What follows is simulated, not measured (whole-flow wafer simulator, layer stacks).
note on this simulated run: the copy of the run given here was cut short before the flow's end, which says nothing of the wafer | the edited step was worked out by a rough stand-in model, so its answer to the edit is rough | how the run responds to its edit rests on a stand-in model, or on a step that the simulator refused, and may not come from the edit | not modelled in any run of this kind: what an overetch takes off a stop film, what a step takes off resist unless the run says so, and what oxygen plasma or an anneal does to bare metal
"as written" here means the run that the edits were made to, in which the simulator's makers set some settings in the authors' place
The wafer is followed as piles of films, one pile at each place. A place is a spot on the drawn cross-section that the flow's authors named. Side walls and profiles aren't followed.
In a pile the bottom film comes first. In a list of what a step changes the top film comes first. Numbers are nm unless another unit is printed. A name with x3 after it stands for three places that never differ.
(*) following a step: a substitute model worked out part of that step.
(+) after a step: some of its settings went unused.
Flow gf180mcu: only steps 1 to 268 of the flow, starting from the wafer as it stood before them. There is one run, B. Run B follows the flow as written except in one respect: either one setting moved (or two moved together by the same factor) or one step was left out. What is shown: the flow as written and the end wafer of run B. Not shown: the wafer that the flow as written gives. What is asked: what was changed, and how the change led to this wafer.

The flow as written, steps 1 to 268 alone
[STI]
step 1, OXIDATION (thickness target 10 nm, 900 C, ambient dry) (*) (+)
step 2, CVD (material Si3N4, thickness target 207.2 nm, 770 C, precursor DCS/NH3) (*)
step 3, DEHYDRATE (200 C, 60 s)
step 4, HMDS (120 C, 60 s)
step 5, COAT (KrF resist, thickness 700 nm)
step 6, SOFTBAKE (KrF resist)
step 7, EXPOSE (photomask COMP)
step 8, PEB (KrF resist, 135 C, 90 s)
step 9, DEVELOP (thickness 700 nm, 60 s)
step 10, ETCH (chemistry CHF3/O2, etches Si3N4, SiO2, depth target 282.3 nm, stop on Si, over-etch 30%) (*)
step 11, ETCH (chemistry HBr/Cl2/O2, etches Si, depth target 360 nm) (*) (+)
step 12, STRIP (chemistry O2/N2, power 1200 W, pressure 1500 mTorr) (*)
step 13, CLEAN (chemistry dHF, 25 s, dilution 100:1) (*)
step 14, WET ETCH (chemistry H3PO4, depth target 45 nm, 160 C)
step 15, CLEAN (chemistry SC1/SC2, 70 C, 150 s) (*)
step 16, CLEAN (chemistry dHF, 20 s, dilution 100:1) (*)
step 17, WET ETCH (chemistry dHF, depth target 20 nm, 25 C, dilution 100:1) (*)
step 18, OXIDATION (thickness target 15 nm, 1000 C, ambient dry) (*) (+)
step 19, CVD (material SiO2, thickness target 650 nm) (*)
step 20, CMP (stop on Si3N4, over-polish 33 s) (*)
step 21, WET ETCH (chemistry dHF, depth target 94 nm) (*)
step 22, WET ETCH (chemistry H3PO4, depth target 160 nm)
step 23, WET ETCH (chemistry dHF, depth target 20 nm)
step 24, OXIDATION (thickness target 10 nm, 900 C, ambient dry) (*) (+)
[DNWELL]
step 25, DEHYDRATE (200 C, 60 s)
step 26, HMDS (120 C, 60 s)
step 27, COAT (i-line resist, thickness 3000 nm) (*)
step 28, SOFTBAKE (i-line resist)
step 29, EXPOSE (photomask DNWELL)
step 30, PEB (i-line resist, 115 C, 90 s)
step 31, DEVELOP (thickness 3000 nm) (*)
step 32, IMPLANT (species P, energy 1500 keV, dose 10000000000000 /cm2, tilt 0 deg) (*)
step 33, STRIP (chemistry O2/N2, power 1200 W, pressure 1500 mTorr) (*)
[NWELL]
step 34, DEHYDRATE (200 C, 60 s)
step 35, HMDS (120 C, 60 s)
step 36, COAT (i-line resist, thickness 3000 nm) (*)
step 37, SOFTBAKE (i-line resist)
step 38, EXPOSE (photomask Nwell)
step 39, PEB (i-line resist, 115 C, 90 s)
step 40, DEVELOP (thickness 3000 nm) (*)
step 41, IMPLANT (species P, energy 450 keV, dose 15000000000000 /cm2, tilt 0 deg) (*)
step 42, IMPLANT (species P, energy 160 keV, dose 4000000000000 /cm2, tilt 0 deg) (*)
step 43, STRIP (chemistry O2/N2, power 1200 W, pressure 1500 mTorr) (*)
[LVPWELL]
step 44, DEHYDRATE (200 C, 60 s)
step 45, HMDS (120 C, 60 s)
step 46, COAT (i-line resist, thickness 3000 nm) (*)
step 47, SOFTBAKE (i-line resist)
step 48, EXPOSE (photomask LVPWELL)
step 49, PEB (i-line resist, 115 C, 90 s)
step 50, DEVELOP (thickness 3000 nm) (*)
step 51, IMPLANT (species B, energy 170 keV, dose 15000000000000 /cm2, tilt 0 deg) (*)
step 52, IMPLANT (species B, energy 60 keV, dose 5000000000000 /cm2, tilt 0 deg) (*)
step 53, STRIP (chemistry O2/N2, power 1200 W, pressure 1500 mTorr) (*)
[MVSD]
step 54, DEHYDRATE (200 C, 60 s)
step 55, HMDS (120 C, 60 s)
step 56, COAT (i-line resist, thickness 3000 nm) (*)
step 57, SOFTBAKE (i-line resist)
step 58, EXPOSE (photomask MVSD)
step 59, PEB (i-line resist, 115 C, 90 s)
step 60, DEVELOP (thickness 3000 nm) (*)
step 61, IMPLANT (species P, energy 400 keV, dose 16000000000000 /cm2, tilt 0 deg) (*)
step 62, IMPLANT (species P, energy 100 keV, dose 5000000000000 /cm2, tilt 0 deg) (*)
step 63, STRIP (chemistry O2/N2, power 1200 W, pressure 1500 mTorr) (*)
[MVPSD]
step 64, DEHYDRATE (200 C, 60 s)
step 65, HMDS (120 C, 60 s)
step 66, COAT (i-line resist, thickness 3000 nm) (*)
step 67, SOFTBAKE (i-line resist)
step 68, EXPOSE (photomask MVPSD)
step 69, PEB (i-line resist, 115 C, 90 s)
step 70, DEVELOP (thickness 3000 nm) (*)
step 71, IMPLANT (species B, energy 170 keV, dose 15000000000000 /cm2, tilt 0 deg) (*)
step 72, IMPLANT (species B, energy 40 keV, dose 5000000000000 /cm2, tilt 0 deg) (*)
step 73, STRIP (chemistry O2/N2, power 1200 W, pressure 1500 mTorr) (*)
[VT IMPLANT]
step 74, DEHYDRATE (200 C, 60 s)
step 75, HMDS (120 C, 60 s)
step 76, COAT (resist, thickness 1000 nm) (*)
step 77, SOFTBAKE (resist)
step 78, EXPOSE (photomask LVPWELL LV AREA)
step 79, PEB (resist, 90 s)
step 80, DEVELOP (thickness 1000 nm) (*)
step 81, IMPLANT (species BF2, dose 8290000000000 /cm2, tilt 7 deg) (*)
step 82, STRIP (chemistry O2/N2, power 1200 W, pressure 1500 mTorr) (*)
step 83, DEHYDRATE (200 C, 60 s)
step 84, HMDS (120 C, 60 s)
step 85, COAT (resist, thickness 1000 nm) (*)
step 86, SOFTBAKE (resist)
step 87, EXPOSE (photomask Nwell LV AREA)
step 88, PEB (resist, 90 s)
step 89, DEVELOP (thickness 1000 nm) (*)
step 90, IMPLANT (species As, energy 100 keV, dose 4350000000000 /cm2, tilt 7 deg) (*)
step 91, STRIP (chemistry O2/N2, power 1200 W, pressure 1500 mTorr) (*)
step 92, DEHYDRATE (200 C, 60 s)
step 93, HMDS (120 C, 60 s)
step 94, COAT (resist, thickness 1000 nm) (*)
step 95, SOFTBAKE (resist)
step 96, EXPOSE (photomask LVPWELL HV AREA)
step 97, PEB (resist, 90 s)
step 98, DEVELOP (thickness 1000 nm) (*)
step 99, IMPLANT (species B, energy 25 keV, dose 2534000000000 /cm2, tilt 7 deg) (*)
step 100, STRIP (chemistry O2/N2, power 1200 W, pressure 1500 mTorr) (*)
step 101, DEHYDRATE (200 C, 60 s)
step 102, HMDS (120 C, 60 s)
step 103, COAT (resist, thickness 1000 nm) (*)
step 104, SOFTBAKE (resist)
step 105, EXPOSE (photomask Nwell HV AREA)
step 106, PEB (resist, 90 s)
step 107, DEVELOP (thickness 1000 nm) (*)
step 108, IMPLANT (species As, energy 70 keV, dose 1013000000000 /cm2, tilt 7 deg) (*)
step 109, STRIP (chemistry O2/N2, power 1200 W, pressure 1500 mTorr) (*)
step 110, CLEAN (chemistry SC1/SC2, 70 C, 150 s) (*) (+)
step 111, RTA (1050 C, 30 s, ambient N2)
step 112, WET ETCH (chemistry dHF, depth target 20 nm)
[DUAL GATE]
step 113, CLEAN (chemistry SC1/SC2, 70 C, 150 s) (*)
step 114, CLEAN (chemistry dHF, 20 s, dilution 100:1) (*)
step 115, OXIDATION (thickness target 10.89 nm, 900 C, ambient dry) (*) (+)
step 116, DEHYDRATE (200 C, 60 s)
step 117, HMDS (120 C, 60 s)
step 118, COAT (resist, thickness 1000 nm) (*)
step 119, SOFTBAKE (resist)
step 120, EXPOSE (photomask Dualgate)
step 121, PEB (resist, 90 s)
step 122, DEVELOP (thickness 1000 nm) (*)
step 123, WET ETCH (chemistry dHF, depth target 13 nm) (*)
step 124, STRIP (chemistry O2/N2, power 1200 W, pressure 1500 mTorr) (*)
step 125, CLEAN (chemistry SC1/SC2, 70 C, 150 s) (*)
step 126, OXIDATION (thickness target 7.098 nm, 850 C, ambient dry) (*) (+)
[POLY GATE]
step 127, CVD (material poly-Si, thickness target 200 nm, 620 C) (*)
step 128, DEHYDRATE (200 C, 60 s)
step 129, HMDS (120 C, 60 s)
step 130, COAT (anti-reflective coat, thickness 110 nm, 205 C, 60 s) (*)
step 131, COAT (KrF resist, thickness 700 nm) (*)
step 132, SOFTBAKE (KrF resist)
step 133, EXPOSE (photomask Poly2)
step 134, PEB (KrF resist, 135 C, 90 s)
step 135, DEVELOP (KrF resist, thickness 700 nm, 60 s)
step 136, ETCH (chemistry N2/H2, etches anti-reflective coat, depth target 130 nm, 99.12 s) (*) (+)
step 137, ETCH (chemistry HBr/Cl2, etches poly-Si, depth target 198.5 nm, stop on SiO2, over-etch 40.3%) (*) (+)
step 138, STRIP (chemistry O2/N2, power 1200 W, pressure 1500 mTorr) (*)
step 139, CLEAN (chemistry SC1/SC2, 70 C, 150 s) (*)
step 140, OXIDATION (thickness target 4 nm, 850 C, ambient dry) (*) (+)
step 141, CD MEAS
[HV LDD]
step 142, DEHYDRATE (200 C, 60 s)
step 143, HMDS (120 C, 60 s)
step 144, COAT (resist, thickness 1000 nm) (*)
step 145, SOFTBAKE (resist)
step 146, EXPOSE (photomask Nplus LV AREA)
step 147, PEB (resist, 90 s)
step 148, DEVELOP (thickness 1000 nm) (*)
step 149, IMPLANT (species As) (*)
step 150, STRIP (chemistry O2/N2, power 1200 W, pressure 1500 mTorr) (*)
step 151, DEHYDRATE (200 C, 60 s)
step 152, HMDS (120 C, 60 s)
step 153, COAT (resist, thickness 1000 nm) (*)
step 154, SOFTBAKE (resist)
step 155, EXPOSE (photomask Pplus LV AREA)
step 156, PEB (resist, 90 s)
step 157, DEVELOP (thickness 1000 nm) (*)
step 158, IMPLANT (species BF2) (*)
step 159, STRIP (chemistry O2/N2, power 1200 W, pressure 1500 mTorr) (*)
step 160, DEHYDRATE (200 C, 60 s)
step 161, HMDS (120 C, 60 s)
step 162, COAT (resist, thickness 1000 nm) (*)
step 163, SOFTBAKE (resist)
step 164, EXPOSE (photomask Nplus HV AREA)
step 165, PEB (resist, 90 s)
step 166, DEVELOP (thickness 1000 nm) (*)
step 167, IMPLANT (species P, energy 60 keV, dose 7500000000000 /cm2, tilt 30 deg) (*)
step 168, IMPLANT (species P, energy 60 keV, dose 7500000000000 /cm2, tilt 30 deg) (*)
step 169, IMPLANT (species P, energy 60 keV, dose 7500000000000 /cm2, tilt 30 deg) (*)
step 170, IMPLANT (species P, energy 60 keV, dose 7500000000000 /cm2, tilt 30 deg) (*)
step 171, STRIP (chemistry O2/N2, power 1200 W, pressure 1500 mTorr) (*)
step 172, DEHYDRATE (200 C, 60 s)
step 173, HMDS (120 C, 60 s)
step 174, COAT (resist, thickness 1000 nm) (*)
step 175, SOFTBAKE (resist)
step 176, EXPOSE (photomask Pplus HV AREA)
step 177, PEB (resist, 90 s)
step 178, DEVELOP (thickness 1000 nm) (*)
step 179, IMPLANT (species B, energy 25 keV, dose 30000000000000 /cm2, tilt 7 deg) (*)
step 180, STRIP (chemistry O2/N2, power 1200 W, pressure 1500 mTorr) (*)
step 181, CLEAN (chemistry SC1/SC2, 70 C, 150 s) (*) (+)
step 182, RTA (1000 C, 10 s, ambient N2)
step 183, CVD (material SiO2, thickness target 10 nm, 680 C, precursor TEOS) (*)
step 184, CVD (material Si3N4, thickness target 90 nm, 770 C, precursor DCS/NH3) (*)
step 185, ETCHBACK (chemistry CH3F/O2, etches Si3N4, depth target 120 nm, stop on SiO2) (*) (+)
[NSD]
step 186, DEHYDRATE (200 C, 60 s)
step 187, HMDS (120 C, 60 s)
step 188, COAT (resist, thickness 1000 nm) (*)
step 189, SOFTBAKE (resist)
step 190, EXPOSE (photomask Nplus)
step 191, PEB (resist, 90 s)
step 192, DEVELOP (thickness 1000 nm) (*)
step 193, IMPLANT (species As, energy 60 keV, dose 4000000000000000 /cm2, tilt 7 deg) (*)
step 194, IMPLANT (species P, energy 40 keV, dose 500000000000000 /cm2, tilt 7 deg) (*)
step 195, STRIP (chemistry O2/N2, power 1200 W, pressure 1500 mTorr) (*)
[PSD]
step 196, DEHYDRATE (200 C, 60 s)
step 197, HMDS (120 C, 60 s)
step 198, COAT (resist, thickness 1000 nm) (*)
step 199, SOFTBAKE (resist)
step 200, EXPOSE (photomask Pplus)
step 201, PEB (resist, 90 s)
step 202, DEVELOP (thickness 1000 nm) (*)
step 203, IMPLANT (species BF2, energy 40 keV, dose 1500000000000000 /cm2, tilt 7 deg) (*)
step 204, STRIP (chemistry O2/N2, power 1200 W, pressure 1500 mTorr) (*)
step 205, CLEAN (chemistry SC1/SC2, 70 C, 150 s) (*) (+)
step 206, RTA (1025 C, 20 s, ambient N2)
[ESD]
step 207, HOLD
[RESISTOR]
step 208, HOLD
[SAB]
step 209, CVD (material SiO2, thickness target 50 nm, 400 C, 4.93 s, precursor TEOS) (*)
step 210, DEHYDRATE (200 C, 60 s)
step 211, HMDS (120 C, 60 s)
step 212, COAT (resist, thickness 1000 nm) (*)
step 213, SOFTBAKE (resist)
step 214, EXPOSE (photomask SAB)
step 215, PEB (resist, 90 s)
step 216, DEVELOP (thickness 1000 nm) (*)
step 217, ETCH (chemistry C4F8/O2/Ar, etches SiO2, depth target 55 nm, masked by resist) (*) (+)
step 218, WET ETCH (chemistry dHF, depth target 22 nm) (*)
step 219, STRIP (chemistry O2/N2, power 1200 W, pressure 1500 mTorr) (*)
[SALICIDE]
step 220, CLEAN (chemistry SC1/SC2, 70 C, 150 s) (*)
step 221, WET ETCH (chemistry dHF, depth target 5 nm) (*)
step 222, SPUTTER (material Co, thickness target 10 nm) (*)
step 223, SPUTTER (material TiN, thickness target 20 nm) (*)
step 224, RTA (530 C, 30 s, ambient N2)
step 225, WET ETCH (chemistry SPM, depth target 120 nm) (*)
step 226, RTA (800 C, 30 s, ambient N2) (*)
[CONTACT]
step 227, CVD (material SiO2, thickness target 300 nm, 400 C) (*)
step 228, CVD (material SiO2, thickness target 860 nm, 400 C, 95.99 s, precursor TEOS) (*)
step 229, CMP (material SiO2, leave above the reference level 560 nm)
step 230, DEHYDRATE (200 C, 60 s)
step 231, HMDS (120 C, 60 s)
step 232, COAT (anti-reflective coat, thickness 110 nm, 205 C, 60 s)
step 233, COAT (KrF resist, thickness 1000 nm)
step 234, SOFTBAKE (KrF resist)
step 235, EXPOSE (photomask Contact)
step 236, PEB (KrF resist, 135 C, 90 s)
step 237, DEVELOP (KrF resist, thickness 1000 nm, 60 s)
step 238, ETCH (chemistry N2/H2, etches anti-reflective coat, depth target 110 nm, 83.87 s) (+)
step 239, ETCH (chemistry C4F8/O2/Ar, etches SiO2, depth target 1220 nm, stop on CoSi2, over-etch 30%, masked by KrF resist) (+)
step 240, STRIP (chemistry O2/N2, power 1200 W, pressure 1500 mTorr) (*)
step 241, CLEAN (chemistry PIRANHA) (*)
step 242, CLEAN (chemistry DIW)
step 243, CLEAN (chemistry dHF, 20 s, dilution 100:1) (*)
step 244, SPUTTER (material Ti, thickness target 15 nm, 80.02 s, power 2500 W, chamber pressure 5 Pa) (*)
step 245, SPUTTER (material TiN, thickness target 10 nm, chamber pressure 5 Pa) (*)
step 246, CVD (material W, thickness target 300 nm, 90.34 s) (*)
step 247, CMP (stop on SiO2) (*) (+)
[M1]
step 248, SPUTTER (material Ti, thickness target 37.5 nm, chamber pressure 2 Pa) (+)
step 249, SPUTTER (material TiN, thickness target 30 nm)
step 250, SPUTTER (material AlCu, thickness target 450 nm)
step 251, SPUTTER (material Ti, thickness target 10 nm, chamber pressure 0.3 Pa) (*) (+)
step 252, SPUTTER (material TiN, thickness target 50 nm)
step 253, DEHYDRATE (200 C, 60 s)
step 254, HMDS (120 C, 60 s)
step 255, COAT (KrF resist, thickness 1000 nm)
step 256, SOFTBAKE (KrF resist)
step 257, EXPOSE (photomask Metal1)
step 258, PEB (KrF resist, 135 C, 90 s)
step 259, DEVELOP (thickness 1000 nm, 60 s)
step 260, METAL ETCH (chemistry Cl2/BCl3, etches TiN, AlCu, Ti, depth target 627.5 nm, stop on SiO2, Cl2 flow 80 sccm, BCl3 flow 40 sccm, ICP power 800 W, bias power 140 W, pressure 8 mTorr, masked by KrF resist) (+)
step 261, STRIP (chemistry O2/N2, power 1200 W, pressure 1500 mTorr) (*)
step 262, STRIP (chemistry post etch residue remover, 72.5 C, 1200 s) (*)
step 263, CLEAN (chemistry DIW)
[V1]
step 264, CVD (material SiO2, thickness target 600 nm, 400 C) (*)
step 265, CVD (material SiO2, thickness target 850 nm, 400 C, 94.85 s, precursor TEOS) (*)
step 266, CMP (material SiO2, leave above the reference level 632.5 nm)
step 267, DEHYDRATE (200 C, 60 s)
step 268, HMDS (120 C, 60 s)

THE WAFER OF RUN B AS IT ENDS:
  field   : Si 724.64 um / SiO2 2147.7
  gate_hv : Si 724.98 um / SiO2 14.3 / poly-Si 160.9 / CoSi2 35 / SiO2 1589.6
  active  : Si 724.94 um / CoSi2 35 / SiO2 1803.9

Cause: step 265, CVD: 37.94 s was run, while the flow as written has 94.85 s.

How this came from the change, step by step:
  step 265, CVD (material SiO2, thickness target 850 nm, 400 C, 94.85 s, precursor TEOS) (*)
      field, field__w1, field__w2 and 108 more: +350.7 SiO2 (in the flow as written it would be: +850 SiO2)
  step 266, CMP (material SiO2, leave above the reference level 632.5 nm)
      field, field__w1, field__w2 and 99 more: nothing (in the flow as written it would be: -300 SiO2)
      field__w8, contact, m1 and 6 more: -377.7 SiO2 (in the flow as written it would be: -877.1 SiO2)
